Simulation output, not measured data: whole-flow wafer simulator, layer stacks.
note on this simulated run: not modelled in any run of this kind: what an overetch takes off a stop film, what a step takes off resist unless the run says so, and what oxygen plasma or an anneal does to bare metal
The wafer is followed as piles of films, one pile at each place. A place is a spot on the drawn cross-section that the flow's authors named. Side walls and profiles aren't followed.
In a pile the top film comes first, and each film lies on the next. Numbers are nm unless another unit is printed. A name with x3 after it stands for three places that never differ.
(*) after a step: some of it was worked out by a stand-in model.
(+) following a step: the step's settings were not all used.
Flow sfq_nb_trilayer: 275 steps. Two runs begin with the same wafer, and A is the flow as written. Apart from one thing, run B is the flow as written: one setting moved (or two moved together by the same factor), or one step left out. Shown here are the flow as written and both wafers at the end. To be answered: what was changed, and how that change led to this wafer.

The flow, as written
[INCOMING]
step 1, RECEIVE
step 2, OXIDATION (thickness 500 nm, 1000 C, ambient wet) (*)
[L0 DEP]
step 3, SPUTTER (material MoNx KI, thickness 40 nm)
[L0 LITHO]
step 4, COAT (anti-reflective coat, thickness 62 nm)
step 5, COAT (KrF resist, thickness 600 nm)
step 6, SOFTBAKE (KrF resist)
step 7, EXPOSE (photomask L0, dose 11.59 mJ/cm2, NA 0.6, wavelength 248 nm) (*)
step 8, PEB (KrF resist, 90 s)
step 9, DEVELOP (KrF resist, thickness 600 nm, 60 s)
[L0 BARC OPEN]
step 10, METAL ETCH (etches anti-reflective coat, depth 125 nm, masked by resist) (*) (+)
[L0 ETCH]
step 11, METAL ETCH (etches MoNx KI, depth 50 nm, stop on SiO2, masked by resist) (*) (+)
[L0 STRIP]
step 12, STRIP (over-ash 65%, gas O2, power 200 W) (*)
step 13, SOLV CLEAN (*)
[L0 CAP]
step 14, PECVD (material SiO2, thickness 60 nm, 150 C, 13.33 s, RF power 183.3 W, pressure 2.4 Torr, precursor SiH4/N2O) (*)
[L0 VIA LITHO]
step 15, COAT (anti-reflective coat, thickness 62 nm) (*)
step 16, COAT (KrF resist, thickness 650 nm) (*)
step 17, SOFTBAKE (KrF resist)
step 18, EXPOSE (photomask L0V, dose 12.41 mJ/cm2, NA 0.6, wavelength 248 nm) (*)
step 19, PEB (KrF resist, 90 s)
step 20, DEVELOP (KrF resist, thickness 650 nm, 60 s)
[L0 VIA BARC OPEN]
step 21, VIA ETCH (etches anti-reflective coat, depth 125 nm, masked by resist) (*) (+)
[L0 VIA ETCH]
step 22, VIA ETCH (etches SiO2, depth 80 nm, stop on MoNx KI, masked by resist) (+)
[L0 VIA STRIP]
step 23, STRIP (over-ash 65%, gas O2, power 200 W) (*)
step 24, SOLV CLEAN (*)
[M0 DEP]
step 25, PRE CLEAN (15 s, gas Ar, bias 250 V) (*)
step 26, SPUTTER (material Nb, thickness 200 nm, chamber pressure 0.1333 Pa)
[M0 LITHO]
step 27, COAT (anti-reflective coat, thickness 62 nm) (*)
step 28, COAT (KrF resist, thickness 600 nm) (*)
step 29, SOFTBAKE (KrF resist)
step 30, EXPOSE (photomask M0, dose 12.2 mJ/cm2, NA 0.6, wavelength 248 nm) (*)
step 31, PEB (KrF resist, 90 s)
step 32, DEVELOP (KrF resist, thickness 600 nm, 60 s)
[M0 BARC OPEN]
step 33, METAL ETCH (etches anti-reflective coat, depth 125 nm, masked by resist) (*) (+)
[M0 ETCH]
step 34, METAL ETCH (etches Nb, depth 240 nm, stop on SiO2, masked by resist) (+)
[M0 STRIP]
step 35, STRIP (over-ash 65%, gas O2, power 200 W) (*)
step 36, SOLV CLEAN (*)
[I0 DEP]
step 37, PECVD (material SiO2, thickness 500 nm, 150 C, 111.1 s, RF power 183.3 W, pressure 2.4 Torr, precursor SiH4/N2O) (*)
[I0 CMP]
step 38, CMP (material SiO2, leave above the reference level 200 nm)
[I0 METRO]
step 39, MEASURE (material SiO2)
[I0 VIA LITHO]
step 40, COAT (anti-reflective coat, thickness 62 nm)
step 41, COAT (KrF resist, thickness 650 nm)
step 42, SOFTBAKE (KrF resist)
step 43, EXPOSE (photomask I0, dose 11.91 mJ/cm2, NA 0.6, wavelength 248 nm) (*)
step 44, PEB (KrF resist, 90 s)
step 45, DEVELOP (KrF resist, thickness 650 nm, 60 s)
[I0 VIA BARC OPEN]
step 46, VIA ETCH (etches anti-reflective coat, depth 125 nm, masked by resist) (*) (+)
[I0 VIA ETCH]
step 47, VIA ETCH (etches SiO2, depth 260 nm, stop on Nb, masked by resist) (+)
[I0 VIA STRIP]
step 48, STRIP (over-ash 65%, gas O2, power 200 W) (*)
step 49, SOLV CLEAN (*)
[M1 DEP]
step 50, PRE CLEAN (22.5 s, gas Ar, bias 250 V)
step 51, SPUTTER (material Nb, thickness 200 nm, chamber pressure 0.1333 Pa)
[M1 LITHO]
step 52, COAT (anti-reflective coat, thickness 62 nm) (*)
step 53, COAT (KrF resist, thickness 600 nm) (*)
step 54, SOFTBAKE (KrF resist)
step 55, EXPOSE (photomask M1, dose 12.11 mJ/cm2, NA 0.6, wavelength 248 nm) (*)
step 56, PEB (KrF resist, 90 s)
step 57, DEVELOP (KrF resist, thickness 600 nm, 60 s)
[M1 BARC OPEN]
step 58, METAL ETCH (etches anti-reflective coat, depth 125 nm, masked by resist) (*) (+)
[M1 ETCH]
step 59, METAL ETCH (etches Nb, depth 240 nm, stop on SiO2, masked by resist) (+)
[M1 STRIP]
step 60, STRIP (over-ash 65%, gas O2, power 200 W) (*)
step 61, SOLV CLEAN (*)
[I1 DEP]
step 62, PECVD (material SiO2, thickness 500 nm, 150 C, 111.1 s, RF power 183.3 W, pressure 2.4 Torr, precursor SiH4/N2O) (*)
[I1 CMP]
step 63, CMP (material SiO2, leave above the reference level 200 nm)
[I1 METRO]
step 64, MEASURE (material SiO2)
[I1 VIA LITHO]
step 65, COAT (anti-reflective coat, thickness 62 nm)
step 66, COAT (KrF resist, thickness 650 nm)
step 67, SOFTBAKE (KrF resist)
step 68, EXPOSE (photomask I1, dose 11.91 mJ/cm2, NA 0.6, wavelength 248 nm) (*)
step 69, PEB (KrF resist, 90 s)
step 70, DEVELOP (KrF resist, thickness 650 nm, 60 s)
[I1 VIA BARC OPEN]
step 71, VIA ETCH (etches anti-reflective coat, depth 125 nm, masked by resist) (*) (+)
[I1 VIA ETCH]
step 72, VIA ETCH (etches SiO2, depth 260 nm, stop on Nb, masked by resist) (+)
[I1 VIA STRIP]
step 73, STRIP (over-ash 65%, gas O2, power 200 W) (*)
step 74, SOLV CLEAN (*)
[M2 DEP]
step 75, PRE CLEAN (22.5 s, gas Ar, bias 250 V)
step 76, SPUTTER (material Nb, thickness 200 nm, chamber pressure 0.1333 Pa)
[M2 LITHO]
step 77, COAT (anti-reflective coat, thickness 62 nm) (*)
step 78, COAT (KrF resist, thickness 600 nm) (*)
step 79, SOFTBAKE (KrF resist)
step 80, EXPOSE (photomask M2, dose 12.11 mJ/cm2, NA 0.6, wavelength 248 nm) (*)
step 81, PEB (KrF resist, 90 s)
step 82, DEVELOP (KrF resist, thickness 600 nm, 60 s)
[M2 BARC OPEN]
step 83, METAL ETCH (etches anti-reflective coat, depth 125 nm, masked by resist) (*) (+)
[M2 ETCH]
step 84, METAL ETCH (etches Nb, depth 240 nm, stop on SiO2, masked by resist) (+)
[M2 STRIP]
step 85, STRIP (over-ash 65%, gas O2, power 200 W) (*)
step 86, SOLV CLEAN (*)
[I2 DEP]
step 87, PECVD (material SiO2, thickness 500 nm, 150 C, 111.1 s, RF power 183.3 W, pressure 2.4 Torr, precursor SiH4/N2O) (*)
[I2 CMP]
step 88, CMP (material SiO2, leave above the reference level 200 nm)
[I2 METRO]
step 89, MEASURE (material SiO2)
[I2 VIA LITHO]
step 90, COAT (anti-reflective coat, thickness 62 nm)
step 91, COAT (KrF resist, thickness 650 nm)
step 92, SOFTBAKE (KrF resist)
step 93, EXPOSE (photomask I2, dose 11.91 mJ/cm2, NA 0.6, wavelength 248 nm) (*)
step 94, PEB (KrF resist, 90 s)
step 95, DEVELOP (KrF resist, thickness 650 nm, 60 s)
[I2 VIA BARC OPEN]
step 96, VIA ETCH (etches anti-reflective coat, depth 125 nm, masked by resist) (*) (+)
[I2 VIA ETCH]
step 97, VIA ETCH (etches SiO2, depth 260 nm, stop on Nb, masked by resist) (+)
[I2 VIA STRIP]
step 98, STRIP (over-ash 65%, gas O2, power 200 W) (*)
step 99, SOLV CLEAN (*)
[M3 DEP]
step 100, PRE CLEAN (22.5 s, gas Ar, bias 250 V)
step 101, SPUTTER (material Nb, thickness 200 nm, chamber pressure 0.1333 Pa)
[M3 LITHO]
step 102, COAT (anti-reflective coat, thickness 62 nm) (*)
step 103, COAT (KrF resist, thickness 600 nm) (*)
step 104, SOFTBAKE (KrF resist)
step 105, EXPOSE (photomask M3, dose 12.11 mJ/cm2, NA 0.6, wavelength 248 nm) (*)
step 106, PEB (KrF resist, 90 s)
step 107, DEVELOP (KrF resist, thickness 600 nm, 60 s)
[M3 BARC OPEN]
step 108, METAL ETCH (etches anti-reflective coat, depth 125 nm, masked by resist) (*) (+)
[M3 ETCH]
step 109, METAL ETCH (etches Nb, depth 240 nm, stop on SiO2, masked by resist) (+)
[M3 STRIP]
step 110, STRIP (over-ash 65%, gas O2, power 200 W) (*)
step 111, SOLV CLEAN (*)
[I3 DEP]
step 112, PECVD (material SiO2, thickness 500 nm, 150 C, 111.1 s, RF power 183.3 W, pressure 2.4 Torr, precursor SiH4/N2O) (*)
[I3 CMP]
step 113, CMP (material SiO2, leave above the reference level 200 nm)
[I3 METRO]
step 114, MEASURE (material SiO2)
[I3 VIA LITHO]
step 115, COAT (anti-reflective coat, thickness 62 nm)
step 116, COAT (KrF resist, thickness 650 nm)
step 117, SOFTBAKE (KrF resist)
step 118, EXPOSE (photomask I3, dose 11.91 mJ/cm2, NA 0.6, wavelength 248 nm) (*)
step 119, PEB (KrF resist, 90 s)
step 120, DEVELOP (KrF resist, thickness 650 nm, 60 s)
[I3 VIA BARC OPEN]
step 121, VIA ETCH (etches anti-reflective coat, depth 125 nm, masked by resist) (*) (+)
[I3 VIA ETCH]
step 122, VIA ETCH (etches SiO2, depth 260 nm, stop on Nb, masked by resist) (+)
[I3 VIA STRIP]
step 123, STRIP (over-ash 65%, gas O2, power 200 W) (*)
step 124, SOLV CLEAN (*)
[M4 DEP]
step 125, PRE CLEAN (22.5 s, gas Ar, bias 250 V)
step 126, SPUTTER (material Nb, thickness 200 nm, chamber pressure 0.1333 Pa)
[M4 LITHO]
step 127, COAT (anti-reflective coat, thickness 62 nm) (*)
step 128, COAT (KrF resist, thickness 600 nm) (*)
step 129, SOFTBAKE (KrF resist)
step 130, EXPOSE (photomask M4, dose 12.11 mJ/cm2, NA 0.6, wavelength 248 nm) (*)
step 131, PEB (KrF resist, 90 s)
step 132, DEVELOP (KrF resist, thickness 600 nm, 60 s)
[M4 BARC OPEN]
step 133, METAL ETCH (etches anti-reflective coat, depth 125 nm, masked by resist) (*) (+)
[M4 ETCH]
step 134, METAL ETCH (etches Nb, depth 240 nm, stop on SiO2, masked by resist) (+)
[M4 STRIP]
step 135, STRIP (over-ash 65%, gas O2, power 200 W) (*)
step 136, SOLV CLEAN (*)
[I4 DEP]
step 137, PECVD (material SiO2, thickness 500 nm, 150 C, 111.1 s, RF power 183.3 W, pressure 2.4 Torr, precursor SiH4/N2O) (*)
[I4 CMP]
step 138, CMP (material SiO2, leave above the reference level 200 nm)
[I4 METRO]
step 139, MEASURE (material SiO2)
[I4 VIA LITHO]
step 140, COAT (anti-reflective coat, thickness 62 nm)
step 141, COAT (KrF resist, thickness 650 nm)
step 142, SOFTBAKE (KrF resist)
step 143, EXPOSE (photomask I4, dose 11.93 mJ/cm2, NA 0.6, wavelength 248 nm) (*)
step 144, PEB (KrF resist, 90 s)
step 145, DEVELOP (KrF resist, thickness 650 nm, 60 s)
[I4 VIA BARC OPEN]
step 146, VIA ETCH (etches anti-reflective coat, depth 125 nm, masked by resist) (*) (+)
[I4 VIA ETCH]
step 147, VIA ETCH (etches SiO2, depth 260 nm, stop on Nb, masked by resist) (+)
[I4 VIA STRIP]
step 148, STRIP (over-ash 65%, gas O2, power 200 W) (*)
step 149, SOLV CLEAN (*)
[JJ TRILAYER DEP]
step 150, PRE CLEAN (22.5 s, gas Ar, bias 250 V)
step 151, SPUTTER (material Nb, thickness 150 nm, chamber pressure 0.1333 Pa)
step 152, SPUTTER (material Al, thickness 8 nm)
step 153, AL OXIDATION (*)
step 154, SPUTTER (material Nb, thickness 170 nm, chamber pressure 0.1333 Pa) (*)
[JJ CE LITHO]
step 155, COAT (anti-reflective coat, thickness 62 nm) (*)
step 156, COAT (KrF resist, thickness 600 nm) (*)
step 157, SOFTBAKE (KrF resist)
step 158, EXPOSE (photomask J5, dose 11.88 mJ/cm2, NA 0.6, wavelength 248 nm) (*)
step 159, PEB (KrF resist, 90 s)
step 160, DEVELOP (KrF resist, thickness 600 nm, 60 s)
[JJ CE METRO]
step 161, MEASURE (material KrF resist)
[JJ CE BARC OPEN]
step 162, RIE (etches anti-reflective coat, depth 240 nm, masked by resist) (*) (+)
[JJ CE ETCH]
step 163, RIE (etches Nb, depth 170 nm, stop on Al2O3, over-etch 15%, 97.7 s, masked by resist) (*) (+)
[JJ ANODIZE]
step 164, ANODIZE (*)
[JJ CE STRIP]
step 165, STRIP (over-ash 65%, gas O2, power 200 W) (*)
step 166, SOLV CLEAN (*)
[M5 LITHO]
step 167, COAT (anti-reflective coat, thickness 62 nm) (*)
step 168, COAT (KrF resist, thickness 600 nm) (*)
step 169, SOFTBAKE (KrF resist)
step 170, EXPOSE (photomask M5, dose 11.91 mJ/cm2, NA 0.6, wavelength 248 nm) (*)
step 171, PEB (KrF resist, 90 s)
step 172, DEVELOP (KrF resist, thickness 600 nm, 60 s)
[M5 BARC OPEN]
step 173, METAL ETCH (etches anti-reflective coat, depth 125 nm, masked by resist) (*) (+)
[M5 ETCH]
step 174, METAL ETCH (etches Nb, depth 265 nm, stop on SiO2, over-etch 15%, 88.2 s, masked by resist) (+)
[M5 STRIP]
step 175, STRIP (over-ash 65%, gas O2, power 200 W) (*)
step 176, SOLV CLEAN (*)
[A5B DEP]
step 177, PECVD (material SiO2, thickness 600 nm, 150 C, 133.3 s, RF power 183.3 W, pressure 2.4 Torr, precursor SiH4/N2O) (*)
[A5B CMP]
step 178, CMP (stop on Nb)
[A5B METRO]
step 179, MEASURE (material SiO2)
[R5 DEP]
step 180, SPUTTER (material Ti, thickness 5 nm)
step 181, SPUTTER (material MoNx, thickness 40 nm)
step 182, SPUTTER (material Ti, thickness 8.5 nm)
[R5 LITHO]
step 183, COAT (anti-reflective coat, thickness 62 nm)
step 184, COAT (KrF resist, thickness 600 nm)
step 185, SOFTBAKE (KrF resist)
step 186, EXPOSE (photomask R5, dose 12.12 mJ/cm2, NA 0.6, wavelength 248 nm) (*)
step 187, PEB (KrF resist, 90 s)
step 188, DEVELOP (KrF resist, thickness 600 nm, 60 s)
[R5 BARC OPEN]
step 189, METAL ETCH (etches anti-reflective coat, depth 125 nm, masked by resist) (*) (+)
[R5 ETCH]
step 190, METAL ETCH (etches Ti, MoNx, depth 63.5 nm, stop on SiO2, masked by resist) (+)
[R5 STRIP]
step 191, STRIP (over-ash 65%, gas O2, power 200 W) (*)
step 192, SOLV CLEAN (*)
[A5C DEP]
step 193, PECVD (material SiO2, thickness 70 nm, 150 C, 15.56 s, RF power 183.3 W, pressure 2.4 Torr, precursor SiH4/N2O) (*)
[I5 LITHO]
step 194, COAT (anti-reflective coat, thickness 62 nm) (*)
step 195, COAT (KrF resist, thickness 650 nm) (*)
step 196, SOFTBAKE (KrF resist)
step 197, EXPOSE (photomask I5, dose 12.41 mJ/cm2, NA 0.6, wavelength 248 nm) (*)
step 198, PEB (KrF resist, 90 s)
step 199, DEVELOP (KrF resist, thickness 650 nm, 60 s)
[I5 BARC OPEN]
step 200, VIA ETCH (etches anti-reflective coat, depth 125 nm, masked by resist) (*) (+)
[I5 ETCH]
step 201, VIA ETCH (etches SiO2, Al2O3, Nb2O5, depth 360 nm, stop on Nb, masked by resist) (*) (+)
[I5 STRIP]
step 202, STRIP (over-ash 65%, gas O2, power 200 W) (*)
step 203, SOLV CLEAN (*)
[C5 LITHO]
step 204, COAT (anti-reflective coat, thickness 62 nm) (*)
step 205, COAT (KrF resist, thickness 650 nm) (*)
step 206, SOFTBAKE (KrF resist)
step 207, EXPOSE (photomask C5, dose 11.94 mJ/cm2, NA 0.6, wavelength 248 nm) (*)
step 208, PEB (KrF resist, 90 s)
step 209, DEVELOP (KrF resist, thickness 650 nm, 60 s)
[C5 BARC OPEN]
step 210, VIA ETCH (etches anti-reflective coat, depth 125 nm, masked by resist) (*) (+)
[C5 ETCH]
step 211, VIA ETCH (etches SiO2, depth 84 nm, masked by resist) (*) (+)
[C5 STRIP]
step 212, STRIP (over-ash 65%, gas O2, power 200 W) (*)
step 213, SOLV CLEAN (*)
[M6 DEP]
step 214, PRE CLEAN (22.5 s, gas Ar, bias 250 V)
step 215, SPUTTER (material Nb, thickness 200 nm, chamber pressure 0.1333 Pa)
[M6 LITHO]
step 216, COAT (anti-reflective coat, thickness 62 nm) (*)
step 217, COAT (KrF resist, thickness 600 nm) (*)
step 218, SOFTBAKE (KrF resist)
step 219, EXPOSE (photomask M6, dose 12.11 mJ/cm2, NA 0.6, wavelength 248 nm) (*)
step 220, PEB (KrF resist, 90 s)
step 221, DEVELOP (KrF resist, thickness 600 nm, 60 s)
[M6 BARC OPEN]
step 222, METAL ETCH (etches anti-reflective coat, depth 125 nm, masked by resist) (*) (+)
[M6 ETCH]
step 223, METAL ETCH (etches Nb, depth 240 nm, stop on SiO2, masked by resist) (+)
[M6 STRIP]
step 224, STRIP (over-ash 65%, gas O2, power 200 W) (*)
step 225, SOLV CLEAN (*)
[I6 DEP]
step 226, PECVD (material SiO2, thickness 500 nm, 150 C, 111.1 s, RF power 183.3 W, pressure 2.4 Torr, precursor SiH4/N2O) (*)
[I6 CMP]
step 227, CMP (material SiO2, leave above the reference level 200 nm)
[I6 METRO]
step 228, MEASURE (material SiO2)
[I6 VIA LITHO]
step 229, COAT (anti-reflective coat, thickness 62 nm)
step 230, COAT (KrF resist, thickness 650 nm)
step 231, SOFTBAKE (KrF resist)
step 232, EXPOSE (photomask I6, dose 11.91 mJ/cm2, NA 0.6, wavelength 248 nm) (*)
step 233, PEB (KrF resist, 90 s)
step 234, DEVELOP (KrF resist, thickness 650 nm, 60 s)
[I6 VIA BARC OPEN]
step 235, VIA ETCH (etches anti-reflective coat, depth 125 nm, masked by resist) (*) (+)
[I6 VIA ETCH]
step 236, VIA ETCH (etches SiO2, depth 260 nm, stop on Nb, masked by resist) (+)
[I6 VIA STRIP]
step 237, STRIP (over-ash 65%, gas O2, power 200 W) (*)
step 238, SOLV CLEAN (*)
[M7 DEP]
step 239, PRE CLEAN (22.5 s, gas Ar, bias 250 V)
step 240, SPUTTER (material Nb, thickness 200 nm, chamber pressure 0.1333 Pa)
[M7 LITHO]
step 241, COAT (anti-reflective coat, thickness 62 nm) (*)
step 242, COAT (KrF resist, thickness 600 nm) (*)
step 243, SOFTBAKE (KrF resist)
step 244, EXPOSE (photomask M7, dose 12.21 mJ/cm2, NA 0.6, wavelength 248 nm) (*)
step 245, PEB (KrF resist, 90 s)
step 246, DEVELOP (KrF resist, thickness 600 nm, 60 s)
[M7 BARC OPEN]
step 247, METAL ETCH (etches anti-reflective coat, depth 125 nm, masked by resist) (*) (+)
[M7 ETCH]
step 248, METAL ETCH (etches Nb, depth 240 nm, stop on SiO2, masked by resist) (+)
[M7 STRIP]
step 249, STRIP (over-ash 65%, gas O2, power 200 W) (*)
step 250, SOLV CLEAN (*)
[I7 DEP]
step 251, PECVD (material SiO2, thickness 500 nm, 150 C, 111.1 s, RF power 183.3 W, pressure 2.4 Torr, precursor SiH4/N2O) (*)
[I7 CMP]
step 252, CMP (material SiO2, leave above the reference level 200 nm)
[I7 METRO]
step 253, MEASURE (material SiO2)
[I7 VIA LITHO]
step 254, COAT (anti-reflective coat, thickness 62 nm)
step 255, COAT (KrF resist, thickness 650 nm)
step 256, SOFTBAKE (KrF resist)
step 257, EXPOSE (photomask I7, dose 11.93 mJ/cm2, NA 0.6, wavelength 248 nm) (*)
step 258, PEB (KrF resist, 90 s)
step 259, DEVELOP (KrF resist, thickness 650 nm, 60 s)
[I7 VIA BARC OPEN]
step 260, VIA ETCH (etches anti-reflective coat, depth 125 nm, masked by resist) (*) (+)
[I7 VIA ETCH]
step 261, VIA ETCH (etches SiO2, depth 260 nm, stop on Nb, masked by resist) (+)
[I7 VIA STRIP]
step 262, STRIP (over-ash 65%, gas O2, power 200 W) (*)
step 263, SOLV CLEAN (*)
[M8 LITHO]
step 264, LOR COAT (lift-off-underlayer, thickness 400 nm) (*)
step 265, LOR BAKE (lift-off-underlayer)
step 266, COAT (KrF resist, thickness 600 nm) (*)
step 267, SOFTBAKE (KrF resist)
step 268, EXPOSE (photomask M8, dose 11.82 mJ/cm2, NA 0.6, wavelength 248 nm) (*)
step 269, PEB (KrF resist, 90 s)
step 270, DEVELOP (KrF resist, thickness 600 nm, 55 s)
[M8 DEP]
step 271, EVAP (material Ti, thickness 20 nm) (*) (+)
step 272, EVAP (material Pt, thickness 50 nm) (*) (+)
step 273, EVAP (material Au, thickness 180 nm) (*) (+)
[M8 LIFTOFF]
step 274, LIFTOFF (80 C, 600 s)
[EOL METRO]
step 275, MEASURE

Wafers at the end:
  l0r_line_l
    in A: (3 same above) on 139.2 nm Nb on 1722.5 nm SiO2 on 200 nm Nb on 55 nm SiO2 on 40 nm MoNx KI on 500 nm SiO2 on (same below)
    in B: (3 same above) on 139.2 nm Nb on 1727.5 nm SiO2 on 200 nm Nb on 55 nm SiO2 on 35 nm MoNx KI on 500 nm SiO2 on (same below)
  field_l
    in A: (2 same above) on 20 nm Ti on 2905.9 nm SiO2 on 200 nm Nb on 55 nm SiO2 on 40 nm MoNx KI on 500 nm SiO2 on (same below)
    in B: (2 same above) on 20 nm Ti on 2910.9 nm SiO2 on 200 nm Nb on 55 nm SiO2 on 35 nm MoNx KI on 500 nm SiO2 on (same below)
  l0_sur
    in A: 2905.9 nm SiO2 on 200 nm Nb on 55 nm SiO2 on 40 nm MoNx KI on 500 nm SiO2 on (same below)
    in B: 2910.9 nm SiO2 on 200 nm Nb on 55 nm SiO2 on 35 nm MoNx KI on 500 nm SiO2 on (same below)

The reason: step 3, SPUTTER: thickness 35 nm was run, whereas the flow has thickness 40 nm.
The wafer itself shows it: l0r_line_l has MoNx KI 35, and step 3 as written asks for 40 nm.

How this came from the change, step by step:
  step 3, SPUTTER (material MoNx KI, thickness 40 nm)
      field_l, v_sur, via_wl and 103 more: A +40 MoNx KI (new film) | B +35 MoNx KI (new film)
  step 11, METAL ETCH (etches MoNx KI, depth 50 nm, stop on SiO2, masked by resist) (*) (+)
      v_sur, via_wl, via_w and 97 more: A -40 MoNx KI (all of it) | B -35 MoNx KI (all of it)
  step 15, COAT (anti-reflective coat, thickness 62 nm) (*)
      l0r_space_c: A +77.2 anti-reflective coat (new film) | B +75.4 anti-reflective coat (new film)
  step 23, STRIP (over-ash 65%, gas O2, power 200 W) (*)
      l0r_space_c: A -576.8 KrF resist (all of it), -77.2 anti-reflective coat (all of it) | B -574.6 KrF resist (all of it), -75.4 anti-reflective coat (all of it)
  step 27, COAT (anti-reflective coat, thickness 62 nm) (*)
      l0r_space_c: A +78 anti-reflective coat (new film) | B +75.9 anti-reflective coat (new film)
  step 35, STRIP (over-ash 65%, gas O2, power 200 W) (*)
      l0r_space_c: A -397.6 KrF resist (all of it), -78 anti-reflective coat (all of it) | B -395.7 KrF resist (all of it), -75.9 anti-reflective coat (all of it)
